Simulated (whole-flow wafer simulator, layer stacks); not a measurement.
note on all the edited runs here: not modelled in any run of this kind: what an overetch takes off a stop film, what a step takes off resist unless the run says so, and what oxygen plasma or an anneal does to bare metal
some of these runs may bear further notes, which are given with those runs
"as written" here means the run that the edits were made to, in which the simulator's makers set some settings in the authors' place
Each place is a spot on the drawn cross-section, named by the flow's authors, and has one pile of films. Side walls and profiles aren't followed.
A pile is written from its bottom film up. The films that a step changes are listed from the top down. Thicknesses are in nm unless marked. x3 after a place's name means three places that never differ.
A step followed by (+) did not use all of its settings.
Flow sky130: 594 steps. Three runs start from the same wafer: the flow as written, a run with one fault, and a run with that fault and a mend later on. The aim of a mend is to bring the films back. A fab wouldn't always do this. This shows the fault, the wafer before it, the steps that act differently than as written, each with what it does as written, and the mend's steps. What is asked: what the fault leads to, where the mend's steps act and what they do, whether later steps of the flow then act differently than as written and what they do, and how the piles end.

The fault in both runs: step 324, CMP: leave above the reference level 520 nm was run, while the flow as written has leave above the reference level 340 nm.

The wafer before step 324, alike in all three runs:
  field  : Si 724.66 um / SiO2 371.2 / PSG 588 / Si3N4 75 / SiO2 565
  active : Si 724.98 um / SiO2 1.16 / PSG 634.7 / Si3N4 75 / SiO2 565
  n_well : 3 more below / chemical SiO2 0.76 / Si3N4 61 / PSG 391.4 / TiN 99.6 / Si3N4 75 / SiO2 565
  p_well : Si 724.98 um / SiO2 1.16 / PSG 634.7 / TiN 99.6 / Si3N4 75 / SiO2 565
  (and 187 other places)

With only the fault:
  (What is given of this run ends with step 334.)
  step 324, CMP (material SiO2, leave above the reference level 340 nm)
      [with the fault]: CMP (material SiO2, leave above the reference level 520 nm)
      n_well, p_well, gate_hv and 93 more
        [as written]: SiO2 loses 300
        [with the fault]: SiO2 loses 120
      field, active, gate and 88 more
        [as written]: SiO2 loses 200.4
        [with the fault]: SiO2 loses 20.4
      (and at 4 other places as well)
  Steps further on in the flow that do not act as written:
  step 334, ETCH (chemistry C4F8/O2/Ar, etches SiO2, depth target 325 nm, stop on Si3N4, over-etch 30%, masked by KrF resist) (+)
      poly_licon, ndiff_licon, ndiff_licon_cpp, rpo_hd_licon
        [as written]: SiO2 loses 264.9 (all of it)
        [with the fault]: SiO2 loses 325
  The piles after step 334 differ from the flow's at field, active, n_well and 188 more by more than 2% or 0.5 nm, whichever is larger.
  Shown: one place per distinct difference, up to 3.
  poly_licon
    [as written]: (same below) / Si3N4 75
    [with the fault]: (same below) / Si3N4 75 / SiO2 119.9
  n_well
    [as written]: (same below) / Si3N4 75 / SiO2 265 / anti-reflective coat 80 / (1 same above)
    [with the fault]: (same below) / Si3N4 75 / SiO2 445 / anti-reflective coat 80 / (1 same above)
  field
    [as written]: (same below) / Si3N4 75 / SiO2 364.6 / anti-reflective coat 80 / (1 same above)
    [with the fault]: (same below) / Si3N4 75 / SiO2 544.6 / anti-reflective coat 80 / (1 same above)

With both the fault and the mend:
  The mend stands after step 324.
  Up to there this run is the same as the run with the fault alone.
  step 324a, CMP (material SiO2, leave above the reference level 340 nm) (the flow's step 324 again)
      field, active, n_well and 188 more
        SiO2 loses 180
  None of the later steps of the flow acts differently than as written at any place that is followed.
  By the end, the piles equal the flow's at every place that both follow.
